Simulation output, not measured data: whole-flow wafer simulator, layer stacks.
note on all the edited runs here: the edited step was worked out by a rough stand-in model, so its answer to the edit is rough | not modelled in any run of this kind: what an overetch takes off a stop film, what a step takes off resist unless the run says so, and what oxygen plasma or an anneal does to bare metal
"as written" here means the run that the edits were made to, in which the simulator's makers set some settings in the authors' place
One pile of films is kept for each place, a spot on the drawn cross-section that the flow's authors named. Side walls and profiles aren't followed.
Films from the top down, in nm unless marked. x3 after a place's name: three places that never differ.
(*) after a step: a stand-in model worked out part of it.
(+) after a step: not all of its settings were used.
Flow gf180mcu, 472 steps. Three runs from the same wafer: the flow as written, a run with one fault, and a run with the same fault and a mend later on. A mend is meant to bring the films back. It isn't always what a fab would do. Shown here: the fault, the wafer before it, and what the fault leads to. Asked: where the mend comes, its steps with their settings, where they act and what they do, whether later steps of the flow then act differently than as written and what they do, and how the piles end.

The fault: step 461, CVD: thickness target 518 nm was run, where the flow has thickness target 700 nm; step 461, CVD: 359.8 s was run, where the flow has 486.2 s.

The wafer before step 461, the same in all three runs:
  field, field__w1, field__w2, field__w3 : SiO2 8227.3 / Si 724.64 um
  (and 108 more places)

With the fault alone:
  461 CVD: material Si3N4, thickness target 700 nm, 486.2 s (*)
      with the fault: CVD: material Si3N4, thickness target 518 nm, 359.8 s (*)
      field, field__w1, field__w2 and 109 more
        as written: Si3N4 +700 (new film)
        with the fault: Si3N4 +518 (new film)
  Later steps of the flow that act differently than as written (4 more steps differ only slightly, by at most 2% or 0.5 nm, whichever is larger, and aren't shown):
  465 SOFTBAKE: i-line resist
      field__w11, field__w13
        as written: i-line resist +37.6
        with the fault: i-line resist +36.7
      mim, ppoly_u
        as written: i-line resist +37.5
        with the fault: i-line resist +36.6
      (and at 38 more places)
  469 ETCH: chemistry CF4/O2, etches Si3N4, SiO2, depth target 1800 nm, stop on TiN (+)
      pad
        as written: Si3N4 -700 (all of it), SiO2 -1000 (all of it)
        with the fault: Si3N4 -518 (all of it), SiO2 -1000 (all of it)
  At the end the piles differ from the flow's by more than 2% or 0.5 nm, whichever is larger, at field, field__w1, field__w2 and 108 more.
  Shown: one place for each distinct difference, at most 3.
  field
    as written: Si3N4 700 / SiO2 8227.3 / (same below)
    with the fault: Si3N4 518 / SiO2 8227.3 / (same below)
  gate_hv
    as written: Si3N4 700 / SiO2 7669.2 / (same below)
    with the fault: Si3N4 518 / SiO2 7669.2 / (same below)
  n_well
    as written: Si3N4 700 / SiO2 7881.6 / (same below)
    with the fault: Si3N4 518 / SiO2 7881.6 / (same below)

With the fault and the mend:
  The mend comes after step 461.
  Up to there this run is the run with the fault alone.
  461a CVD: material Si3N4, thickness target 182 nm, 126.4 s (*) (the flow's step 461 once more, with other settings)
      field, field__w1, field__w2 and 109 more
        Si3N4 +182.1
  No later step of the flow acts differently than as written, at any place that is followed, by more than 2% or 0.5 nm, whichever is larger.
  At the end the piles differ from the flow's only slightly at the places that both follow, by at most 2% or 0.5 nm, whichever is larger.
